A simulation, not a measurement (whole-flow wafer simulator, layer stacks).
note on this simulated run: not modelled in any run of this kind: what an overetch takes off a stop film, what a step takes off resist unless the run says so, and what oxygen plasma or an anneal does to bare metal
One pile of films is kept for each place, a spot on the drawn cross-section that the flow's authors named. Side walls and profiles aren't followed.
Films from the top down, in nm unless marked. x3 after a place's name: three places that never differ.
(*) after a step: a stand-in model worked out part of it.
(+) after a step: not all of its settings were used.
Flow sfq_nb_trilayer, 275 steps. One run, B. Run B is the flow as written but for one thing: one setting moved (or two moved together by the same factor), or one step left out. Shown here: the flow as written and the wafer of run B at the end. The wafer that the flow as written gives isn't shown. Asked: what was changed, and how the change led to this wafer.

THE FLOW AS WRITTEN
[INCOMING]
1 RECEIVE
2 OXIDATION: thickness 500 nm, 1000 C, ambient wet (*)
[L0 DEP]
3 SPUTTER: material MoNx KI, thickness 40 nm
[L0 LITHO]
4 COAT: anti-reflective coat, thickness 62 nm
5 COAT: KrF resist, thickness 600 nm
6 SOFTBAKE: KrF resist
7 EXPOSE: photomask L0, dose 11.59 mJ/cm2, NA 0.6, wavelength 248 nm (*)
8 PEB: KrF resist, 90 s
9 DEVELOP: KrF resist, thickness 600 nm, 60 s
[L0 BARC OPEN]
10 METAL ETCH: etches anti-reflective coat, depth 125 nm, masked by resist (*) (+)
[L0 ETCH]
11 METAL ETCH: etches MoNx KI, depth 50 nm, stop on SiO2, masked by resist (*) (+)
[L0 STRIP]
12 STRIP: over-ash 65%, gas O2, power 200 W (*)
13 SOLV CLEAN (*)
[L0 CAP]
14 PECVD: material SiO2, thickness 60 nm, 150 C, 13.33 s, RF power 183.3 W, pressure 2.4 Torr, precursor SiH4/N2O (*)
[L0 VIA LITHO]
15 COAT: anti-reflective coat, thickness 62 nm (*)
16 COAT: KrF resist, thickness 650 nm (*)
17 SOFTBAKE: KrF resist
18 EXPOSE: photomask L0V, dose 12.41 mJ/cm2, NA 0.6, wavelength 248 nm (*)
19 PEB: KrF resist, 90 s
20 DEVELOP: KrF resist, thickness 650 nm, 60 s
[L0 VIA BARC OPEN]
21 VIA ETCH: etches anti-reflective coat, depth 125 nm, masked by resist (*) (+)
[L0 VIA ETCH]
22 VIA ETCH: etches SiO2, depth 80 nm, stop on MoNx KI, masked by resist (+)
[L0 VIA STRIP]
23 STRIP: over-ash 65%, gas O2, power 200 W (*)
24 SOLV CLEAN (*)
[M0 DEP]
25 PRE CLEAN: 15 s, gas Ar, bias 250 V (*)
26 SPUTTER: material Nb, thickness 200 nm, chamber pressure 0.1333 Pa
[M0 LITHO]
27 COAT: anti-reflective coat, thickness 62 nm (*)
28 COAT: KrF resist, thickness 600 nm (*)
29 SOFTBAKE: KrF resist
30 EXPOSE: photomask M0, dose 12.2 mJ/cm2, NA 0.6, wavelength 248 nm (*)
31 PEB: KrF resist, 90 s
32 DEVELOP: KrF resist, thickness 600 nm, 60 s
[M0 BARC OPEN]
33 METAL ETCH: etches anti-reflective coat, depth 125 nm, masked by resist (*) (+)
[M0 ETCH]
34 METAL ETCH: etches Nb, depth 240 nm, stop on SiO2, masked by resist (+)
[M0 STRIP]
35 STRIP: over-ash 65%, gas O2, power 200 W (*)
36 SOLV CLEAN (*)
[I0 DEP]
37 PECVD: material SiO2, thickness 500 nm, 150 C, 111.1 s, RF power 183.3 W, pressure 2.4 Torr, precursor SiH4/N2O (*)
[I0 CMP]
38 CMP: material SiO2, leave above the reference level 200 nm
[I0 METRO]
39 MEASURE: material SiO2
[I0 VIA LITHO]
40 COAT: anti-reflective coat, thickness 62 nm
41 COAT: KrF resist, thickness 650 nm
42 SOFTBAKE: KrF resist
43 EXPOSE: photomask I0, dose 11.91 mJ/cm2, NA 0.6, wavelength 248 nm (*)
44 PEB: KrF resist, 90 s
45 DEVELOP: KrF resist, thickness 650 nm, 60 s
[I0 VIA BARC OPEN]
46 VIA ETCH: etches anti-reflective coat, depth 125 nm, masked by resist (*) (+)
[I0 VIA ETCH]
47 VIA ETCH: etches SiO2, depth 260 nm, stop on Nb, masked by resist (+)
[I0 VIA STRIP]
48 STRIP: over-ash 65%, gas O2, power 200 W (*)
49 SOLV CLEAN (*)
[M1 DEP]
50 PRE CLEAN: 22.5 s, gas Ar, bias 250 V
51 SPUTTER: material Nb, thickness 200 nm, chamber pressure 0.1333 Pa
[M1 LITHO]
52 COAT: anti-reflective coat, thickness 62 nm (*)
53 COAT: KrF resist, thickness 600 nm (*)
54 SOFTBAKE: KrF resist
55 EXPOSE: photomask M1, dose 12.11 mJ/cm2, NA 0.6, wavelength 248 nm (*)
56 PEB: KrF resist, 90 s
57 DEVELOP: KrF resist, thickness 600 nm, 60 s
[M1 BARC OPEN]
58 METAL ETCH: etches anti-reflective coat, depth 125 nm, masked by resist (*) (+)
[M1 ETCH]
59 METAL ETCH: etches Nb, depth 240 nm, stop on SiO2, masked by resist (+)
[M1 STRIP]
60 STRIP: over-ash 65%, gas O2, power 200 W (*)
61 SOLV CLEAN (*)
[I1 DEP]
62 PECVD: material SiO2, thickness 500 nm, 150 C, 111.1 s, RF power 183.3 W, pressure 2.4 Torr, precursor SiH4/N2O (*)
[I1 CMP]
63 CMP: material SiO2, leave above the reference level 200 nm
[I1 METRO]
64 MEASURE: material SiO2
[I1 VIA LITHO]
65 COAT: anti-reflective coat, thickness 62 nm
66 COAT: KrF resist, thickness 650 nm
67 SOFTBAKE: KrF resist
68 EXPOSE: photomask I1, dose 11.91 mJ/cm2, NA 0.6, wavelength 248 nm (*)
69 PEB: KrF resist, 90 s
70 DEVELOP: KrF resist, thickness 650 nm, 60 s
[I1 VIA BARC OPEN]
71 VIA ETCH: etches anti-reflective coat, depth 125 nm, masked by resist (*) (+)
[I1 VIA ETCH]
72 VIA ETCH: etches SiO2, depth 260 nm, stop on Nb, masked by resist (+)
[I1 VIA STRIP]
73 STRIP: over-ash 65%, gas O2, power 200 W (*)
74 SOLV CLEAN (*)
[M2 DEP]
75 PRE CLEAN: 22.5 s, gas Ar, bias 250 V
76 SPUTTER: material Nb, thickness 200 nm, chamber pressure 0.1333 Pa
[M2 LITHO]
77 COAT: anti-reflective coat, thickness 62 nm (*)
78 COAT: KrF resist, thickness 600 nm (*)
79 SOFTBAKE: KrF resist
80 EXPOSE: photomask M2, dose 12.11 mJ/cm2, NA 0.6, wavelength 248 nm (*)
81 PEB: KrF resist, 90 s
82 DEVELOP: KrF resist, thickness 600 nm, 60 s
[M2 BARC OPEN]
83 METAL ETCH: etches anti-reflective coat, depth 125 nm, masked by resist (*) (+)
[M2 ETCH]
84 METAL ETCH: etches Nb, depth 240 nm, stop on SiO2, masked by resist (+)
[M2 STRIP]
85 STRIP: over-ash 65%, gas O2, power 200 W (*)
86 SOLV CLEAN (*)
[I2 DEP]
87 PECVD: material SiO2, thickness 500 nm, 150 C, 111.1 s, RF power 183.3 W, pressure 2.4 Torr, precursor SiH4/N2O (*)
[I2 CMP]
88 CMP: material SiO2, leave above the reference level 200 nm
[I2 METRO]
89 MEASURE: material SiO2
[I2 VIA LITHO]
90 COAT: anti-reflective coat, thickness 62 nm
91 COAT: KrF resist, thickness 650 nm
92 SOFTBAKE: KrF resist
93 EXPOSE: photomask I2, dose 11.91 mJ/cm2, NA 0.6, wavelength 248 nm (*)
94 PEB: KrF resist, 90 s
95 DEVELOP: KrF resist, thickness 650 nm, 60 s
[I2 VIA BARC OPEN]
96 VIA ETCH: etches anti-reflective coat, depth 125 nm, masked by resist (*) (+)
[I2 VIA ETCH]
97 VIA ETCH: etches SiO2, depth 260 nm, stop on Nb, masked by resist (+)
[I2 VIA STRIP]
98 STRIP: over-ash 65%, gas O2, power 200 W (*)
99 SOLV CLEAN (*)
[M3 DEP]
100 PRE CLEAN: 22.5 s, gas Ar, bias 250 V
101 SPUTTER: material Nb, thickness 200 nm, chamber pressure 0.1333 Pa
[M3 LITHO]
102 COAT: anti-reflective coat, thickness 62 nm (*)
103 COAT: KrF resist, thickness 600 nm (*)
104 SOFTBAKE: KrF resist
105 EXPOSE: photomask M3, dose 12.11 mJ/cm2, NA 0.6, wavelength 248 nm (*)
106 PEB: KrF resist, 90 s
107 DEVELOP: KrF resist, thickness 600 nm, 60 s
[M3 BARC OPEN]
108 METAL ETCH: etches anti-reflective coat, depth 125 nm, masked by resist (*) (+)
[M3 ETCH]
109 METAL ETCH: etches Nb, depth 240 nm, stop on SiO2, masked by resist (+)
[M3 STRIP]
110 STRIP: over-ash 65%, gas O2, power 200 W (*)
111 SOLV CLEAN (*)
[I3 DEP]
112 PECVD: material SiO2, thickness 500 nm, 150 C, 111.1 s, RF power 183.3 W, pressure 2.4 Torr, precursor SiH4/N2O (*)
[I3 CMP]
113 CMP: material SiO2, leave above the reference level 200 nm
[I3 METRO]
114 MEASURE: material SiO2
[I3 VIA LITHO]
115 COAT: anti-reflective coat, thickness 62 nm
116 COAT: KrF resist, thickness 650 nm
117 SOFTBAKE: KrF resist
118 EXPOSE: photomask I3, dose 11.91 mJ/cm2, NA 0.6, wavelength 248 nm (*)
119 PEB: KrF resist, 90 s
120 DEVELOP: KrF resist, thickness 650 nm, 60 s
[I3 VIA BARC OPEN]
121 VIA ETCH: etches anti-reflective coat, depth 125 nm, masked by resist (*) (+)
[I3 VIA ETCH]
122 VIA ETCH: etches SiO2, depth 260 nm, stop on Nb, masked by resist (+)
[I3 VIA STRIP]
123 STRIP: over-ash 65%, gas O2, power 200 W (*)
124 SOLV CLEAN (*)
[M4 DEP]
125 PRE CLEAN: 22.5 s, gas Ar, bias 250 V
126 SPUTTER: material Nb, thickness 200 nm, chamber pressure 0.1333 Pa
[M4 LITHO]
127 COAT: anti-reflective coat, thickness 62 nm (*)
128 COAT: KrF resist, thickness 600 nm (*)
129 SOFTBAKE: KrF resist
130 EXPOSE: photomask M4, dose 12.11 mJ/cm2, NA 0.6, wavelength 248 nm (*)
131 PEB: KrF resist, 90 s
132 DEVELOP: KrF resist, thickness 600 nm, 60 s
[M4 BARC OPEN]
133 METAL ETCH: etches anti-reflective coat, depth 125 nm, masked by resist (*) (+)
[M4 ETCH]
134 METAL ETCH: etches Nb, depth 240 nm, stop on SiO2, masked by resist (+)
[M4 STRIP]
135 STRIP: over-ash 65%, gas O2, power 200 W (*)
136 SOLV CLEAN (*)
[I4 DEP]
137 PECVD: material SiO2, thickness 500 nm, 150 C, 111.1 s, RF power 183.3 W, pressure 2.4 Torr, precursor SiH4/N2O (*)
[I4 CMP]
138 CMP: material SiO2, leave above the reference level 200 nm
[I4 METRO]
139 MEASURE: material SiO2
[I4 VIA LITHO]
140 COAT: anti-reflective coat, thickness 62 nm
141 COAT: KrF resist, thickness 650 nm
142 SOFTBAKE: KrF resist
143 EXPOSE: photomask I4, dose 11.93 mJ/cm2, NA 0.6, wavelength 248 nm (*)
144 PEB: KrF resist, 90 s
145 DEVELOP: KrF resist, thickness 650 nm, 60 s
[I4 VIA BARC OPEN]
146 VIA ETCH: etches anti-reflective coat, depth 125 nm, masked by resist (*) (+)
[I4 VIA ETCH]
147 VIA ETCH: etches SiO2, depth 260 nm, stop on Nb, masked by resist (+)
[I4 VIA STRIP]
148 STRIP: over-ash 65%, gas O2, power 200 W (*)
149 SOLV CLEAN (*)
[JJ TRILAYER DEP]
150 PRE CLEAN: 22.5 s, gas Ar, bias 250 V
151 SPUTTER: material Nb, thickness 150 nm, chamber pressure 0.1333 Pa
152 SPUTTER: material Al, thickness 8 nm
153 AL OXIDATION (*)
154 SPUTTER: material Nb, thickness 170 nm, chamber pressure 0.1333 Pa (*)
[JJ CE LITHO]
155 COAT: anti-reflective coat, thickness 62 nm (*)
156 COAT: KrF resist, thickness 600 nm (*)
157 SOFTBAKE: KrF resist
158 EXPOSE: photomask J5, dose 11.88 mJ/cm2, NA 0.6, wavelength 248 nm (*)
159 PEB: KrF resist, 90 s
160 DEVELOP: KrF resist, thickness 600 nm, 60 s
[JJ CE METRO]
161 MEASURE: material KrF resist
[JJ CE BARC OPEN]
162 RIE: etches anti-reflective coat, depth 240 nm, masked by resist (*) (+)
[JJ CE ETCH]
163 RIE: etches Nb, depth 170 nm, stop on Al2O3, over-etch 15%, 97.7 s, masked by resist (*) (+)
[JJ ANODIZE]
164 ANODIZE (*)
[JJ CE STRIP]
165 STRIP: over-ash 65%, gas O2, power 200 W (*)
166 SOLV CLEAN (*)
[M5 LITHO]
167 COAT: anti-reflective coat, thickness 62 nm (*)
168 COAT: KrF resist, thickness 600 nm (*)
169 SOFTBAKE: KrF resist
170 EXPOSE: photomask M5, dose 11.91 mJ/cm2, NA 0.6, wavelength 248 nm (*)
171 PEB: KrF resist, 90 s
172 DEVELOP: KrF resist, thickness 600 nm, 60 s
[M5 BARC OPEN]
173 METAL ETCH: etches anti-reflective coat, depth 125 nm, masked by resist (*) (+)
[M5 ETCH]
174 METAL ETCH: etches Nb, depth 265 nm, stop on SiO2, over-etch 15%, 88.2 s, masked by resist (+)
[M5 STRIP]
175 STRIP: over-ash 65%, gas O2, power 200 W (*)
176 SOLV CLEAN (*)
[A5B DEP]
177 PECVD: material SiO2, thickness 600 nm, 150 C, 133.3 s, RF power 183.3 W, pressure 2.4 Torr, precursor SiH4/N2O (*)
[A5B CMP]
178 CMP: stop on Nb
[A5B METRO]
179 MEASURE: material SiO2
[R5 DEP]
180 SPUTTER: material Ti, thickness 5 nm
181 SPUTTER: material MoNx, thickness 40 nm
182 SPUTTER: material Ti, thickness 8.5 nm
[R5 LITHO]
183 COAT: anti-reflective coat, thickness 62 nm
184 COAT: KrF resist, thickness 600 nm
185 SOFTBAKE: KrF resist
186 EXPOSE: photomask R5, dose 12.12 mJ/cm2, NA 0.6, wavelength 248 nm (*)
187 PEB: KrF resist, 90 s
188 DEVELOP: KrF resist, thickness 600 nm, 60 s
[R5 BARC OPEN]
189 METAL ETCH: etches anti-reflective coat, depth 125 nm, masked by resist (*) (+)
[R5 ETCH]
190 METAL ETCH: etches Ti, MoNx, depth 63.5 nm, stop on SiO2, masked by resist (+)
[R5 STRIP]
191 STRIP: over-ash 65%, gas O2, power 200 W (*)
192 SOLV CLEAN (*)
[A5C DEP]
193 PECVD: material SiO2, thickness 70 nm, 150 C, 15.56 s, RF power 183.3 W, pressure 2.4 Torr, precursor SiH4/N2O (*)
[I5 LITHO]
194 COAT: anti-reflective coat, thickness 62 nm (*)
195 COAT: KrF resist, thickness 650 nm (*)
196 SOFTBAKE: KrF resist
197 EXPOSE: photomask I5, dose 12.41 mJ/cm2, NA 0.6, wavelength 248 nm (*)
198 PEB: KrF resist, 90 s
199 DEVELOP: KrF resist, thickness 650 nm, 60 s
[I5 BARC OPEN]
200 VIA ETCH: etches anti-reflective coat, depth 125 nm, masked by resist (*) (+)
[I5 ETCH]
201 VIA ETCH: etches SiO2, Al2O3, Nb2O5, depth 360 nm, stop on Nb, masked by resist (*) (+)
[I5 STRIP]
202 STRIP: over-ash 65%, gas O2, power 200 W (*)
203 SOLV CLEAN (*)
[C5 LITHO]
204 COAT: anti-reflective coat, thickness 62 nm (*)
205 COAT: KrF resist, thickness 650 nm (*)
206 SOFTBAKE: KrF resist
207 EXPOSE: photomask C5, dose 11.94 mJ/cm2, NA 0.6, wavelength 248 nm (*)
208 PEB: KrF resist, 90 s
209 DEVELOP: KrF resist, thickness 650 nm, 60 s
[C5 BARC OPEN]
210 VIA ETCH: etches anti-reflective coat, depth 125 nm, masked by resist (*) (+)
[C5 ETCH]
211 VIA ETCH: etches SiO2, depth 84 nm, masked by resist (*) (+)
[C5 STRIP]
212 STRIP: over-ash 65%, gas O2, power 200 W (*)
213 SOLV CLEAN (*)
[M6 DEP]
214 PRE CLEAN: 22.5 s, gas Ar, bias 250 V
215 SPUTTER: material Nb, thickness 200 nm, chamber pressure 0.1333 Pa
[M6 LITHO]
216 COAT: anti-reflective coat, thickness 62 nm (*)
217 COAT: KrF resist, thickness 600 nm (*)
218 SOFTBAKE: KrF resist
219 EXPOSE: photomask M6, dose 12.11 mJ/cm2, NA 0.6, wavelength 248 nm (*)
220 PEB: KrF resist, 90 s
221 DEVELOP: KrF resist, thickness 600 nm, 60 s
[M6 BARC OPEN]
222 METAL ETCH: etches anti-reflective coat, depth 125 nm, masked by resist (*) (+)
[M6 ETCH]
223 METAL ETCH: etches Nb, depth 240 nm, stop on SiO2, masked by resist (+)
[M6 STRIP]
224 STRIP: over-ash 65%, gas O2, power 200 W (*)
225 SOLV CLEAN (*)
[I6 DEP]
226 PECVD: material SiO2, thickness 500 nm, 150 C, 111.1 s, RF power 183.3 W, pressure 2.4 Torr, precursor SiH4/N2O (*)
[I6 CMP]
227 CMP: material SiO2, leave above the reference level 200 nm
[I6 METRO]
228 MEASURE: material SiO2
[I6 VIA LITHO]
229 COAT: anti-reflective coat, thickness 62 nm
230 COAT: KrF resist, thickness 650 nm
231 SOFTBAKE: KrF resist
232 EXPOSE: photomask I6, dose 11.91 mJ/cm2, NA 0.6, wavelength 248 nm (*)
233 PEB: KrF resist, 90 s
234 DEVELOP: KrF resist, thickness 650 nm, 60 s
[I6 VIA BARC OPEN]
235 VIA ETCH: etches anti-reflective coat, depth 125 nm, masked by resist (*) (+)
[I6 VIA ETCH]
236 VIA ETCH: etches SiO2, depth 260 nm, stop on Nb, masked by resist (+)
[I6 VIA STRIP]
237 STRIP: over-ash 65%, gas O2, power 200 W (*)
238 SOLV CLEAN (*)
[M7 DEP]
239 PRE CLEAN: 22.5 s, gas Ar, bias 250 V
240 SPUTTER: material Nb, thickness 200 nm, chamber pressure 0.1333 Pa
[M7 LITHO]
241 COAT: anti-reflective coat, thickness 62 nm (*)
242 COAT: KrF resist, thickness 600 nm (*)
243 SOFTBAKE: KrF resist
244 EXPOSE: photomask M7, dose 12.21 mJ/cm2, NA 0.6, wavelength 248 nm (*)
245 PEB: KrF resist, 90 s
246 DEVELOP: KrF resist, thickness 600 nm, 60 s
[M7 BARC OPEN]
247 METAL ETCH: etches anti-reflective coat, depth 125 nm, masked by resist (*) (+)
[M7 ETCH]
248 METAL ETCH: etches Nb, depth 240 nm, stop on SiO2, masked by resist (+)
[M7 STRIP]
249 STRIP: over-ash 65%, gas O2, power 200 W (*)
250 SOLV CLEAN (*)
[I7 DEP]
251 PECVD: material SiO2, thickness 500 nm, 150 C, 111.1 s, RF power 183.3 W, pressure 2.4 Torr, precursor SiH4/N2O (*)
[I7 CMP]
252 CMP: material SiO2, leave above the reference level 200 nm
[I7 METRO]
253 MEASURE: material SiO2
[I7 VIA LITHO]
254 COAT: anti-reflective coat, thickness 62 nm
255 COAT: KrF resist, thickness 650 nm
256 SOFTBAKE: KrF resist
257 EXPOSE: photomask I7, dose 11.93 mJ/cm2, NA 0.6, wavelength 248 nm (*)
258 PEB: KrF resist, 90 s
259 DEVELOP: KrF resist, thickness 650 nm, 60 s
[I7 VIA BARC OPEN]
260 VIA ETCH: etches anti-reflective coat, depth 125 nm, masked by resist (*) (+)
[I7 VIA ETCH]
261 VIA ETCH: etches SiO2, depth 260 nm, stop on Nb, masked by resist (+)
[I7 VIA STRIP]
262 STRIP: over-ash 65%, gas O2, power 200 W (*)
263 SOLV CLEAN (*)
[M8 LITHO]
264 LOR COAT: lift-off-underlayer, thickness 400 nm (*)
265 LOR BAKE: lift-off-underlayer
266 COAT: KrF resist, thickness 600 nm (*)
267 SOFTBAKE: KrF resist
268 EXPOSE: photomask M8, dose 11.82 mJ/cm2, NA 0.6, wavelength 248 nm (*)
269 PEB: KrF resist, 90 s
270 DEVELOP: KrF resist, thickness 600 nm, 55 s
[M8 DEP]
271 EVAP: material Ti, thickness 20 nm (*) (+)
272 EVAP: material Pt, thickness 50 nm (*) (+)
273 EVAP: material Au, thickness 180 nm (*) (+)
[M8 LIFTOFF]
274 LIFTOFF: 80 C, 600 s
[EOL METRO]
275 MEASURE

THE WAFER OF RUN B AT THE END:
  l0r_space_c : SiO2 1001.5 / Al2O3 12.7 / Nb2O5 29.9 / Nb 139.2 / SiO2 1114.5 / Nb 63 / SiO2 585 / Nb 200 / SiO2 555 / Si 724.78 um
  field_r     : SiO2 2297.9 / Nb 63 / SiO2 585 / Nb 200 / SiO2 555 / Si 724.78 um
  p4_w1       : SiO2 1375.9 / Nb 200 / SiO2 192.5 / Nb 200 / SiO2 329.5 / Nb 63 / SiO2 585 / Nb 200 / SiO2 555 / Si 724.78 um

The cause: step 84, METAL ETCH: depth 137 nm was run, where the flow has depth 240 nm.

How the change led to this, step by step:
  84 METAL ETCH: etches Nb, depth 240 nm, stop on SiO2, masked by resist (+)
      field_l, be, be_sur and 81 more: Nb -137 (as written it would be: Nb -200 (all of it))
      v_sur, via_wl, via_w and 19 more: KrF resist -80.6 (as written it would be: KrF resist -141.2)
  85 STRIP: over-ash 65%, gas O2, power 200 W (*)
      wl_j_sl, wl_jj, wl_j_sr and 12 more: KrF resist -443 (all of it), anti-reflective coat -62 (all of it) (as written it would be: KrF resist -382.4 (all of it), anti-reflective coat -62 (all of it))
      v_sur: KrF resist -440.6 (all of it), anti-reflective coat -61.4 (all of it) (as written it would be: KrF resist -380 (all of it), anti-reflective coat -61.4 (all of it))
      (and at 6 more places)
  87 PECVD: material SiO2, thickness 500 nm, 150 C, 111.1 s, RF power 183.3 W, pressure 2.4 Torr, precursor SiH4/N2O (*)
      field_l, be, be_sur and 81 more: SiO2 +500 (new film) (as written it would be: SiO2 +500)
  88 CMP: material SiO2, leave above the reference level 200 nm
      field_l, be, be_sur and 81 more: SiO2 -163 (as written it would be: SiO2 -100)
Counting metal films that touch as one body, l0r_space_c has 3 bodies (between them, from the top down: SiO2 1114.5; SiO2 585); the flow as written gives 2 bodies (between them, from the top down: SiO2 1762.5).
Counting metal films that touch as one body, field_r has 2 bodies (between them, from the top down: SiO2 585); the flow as written gives 1 body.
Counting metal films that touch as one body, p4_w1 has 4 bodies (between them, from the top down: SiO2 192.5; SiO2 329.5; SiO2 585); the flow as written gives 3 bodies (between them, from the top down: SiO2 192.5; SiO2 977.5).
